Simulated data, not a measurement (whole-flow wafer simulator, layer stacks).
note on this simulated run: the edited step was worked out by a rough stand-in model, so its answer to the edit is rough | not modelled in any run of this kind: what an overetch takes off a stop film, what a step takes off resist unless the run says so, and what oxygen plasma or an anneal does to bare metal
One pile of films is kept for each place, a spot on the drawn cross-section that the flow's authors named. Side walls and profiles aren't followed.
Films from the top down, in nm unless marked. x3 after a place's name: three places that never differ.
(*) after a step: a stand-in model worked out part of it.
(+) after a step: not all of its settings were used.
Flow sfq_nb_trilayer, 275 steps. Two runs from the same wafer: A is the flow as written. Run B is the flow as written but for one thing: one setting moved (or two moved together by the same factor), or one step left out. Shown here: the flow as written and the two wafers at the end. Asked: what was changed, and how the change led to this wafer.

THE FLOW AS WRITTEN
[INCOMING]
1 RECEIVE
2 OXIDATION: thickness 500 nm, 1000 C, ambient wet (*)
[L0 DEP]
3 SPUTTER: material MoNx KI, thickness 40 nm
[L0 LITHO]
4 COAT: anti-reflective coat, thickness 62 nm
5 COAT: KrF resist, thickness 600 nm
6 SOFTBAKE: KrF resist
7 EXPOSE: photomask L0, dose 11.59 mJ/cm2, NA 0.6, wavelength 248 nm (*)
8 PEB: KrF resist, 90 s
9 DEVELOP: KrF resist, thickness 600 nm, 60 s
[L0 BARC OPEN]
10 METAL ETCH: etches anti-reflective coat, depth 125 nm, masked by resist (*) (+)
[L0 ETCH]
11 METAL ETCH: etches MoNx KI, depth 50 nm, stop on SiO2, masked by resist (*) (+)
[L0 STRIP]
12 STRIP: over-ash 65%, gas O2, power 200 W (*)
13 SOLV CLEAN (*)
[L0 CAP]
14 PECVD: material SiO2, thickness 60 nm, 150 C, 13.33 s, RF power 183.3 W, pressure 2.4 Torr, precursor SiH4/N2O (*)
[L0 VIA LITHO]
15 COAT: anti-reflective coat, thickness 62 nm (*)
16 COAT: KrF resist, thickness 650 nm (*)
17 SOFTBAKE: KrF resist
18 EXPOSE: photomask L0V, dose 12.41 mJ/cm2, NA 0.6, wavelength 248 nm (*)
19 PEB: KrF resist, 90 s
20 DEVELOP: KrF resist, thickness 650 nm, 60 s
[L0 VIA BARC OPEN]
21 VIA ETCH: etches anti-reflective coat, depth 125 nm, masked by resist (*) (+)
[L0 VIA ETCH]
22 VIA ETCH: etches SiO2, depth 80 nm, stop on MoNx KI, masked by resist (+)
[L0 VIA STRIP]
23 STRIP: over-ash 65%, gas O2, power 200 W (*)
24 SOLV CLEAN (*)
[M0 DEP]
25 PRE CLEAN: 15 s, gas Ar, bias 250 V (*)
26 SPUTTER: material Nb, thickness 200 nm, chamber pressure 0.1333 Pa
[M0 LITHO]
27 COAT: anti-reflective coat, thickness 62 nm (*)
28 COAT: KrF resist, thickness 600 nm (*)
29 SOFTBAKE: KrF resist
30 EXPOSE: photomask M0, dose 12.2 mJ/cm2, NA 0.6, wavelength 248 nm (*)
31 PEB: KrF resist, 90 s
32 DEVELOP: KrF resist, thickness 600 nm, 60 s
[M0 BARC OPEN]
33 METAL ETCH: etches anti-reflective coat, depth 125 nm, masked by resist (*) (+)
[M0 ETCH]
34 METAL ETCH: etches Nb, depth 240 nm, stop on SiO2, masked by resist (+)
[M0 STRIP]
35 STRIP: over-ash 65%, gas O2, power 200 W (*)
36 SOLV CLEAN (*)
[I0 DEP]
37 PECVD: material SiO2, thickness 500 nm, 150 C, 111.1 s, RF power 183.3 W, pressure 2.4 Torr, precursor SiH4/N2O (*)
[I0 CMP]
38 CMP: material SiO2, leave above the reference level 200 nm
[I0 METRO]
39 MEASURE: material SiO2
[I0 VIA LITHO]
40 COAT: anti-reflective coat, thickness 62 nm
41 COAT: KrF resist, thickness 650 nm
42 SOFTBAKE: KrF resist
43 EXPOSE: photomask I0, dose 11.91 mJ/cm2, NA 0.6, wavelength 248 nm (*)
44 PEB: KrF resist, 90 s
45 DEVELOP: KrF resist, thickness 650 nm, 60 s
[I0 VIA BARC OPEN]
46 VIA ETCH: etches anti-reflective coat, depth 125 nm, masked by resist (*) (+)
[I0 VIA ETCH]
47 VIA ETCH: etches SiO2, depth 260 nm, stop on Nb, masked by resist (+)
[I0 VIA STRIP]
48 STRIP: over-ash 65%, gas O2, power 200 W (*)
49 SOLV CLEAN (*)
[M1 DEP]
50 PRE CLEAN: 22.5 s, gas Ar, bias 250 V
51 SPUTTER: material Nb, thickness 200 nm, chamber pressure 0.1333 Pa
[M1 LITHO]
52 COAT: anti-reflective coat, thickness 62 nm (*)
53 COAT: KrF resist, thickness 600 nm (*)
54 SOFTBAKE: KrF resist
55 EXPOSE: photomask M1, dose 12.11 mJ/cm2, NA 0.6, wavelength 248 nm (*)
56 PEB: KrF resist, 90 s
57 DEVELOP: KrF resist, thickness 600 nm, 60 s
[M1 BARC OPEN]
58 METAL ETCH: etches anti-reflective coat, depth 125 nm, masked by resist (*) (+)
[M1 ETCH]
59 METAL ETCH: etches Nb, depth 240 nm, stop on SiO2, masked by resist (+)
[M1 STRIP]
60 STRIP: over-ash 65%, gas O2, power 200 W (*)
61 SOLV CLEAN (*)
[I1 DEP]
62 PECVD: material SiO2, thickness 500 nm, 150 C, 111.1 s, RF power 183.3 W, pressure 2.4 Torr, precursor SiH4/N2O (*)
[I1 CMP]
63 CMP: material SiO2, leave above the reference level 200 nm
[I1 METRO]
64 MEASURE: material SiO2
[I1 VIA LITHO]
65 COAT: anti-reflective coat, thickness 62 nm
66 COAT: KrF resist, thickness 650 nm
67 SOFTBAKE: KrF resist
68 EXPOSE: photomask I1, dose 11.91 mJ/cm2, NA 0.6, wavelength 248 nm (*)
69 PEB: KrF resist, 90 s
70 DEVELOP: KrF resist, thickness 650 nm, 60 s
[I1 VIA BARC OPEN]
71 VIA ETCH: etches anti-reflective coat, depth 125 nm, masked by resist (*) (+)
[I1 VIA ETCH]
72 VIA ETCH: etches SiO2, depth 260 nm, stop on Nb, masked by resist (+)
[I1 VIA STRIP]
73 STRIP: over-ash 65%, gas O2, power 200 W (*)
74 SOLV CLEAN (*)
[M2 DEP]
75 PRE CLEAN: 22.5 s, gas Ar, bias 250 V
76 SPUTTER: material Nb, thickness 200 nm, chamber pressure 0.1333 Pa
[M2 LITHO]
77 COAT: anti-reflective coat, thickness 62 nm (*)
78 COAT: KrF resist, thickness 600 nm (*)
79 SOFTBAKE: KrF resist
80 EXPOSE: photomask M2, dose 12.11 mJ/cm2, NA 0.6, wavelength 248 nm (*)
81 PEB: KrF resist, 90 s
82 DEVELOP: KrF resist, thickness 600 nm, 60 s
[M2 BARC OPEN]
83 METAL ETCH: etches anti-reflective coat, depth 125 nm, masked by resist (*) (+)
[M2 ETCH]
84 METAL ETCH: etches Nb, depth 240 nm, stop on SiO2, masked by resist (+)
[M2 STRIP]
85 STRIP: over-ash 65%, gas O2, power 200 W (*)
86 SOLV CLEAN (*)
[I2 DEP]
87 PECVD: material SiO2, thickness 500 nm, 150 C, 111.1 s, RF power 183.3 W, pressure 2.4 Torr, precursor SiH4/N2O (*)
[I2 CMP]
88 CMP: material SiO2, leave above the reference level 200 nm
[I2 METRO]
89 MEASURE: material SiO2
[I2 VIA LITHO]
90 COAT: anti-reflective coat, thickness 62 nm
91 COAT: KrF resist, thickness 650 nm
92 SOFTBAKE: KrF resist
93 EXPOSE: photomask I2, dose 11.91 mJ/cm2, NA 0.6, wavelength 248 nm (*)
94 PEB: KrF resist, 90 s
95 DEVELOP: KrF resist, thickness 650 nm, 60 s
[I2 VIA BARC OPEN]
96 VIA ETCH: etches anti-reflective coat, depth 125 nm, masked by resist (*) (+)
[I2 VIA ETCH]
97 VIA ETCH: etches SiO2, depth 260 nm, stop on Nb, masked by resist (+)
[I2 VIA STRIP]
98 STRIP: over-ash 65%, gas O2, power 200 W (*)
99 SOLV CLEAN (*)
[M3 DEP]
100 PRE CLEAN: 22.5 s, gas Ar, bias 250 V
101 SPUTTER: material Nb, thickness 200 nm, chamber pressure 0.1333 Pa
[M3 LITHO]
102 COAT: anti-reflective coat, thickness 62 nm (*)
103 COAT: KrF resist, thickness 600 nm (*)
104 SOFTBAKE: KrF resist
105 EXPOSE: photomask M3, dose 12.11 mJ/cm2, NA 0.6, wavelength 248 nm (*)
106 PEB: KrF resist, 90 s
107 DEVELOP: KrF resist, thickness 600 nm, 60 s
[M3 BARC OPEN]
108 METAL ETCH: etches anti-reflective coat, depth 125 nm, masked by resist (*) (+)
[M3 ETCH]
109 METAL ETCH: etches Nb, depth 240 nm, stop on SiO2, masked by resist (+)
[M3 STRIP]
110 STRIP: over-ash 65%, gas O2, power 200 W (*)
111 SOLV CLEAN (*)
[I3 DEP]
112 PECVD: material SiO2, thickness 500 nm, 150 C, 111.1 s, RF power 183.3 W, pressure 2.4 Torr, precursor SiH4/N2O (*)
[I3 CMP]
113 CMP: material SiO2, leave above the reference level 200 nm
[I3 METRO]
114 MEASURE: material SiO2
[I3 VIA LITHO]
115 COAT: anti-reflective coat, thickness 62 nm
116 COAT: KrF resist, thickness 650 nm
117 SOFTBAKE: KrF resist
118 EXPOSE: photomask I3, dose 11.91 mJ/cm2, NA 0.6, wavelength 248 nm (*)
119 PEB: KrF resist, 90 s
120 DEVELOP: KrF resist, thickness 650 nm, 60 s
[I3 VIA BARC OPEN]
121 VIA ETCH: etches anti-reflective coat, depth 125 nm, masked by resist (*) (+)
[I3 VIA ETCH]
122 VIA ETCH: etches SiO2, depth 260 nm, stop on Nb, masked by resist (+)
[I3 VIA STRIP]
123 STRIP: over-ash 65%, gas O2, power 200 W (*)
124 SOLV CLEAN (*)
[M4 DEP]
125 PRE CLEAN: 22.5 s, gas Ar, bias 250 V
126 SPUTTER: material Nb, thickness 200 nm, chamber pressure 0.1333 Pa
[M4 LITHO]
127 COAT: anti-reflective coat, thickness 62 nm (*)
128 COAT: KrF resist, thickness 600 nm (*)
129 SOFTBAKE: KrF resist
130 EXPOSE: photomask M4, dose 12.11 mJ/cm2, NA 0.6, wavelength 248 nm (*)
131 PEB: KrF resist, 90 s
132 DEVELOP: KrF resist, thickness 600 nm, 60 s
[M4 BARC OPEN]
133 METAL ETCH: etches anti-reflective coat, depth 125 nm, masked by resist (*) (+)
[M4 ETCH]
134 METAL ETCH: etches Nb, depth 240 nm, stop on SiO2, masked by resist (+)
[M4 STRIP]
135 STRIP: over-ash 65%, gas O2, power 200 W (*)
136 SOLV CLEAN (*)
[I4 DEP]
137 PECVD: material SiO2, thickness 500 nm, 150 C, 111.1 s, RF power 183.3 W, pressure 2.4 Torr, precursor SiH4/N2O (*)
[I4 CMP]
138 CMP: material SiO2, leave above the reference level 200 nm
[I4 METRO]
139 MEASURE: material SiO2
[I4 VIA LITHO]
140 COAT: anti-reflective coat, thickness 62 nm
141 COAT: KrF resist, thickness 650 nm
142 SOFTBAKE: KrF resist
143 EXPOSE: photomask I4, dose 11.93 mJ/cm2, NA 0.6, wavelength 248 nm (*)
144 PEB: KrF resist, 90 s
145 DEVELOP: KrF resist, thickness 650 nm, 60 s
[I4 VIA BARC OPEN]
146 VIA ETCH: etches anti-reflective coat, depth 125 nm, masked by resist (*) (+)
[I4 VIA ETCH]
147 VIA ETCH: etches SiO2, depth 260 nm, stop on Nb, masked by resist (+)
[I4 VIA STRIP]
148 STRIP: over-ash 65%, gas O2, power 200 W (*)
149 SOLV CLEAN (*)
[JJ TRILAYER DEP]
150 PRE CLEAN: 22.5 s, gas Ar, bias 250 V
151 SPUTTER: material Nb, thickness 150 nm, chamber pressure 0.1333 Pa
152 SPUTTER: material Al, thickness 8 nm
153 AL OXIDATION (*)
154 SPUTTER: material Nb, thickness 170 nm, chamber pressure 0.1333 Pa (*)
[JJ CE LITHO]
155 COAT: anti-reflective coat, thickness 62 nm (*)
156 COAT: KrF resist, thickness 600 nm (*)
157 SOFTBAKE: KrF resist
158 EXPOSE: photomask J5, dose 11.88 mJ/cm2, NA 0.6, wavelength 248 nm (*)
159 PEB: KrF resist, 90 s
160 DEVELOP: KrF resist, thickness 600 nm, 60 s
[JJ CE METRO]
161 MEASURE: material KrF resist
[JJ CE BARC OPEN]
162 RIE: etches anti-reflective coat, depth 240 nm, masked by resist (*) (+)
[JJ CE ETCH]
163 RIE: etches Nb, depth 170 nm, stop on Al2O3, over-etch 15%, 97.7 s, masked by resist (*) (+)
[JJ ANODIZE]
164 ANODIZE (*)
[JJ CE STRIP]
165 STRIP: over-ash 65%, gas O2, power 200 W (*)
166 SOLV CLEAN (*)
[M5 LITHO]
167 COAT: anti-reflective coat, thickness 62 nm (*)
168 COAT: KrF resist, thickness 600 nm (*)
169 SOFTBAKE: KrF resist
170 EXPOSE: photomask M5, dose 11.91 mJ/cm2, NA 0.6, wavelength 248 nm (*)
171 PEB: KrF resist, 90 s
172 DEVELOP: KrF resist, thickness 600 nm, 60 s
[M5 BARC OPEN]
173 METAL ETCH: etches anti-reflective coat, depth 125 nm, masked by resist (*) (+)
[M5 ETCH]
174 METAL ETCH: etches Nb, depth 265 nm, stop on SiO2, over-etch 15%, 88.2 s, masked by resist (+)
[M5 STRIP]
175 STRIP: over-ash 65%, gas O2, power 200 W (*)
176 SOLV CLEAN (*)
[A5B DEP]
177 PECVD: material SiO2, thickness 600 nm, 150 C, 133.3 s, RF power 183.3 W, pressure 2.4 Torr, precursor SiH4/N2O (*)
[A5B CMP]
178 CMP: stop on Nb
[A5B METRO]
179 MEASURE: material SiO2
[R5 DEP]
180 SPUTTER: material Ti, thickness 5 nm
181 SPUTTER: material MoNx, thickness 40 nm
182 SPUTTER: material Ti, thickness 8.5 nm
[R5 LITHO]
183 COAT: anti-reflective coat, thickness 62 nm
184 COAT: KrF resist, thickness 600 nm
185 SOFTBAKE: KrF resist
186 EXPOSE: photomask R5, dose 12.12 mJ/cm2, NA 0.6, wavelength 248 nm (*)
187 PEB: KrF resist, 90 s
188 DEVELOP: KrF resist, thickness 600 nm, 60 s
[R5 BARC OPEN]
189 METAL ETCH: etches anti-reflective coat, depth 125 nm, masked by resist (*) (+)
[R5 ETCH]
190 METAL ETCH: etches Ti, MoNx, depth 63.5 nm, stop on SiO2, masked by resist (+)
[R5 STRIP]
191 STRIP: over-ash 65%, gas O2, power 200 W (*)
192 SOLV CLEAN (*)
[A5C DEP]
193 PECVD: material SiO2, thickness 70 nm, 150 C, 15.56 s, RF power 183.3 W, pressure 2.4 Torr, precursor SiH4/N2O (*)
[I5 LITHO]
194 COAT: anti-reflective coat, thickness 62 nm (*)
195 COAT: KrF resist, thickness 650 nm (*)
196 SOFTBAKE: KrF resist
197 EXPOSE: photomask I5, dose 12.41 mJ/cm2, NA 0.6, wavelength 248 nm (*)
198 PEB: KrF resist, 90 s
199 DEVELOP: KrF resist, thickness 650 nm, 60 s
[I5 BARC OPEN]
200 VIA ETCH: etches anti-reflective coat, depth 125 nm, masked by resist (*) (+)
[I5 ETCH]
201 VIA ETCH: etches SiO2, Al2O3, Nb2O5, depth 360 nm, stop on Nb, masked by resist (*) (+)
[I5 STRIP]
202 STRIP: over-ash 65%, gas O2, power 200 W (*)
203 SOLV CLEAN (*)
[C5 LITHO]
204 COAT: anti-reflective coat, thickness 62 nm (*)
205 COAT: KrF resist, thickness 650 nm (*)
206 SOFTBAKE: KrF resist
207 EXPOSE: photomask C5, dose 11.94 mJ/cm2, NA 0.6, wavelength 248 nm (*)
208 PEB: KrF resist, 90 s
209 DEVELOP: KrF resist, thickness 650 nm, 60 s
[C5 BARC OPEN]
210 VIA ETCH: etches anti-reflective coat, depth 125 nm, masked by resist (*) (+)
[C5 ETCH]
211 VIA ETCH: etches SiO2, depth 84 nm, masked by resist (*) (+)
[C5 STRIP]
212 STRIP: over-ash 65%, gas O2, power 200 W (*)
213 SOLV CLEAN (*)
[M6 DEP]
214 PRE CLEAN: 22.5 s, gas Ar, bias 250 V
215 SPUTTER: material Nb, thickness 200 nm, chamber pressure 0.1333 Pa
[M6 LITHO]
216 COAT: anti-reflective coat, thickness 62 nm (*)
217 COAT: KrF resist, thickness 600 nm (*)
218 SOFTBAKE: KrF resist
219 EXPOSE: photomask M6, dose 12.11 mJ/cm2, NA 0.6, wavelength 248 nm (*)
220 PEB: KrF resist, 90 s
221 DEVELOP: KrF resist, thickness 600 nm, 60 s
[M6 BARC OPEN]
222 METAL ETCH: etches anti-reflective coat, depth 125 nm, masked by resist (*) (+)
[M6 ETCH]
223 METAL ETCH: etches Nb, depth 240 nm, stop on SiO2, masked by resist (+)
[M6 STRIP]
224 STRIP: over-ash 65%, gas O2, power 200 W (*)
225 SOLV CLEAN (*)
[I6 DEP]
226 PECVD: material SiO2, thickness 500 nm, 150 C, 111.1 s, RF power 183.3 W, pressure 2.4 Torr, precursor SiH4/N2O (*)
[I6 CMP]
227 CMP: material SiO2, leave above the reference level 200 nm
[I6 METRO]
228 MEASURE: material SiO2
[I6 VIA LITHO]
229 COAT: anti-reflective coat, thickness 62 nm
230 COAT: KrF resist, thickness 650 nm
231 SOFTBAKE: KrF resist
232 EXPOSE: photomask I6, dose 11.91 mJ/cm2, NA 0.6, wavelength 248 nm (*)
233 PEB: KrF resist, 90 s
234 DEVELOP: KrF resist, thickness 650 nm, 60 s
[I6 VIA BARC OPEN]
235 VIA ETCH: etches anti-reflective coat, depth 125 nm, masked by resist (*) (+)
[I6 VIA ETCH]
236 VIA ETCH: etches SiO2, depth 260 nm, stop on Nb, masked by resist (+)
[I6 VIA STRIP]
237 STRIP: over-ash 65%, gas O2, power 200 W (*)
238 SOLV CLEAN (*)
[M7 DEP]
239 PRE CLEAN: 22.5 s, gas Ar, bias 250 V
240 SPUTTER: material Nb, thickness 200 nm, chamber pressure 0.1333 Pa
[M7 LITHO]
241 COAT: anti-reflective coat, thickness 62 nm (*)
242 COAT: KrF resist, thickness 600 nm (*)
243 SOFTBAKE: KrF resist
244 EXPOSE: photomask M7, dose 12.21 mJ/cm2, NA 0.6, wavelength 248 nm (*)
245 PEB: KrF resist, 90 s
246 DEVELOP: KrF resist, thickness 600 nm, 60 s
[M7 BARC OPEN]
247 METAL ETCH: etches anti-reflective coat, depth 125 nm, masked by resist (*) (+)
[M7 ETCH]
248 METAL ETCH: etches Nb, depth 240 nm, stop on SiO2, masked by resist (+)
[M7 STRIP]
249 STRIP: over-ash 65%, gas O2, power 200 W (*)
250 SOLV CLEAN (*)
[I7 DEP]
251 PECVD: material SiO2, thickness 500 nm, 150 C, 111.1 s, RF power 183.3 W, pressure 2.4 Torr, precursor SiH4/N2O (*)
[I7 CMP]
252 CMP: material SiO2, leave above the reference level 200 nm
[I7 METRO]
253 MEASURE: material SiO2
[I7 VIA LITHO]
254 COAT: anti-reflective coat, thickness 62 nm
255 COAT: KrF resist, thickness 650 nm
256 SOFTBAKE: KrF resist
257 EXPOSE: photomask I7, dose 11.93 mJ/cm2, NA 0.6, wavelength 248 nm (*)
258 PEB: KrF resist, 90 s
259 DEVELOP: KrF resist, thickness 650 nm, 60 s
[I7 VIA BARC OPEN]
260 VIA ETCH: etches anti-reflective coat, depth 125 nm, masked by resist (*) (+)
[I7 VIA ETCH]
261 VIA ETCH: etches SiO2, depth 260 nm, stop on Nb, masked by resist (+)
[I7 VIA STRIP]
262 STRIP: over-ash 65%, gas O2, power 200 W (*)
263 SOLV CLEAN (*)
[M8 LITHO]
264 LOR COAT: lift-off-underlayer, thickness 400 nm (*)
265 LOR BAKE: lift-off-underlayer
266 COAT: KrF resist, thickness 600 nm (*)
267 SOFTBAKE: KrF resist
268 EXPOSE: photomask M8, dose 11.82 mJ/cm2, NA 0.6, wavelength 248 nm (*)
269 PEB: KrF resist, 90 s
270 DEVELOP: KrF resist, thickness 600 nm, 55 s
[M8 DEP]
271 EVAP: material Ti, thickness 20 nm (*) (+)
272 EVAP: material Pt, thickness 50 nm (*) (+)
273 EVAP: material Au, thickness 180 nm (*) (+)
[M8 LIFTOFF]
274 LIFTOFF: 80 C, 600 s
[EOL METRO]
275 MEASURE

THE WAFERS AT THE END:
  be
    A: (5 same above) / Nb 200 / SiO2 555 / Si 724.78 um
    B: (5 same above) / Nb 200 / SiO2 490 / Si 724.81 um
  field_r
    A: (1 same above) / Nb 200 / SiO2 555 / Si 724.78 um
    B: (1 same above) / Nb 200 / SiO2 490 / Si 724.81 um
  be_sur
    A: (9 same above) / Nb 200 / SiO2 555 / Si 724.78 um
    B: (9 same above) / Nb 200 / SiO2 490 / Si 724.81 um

The cause: step 2, OXIDATION: thickness 435 nm was run, where the flow has thickness 500 nm.

How the change led to this, step by step:
  2 OXIDATION: thickness 500 nm, 1000 C, ambient wet (*)
      field_l, v_sur, via_wl and 103 more: A SiO2 +500 (new film), chemical SiO2 -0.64 (all of it), Si -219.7 | B SiO2 +435 (new film), chemical SiO2 -0.64 (all of it), Si -191.1
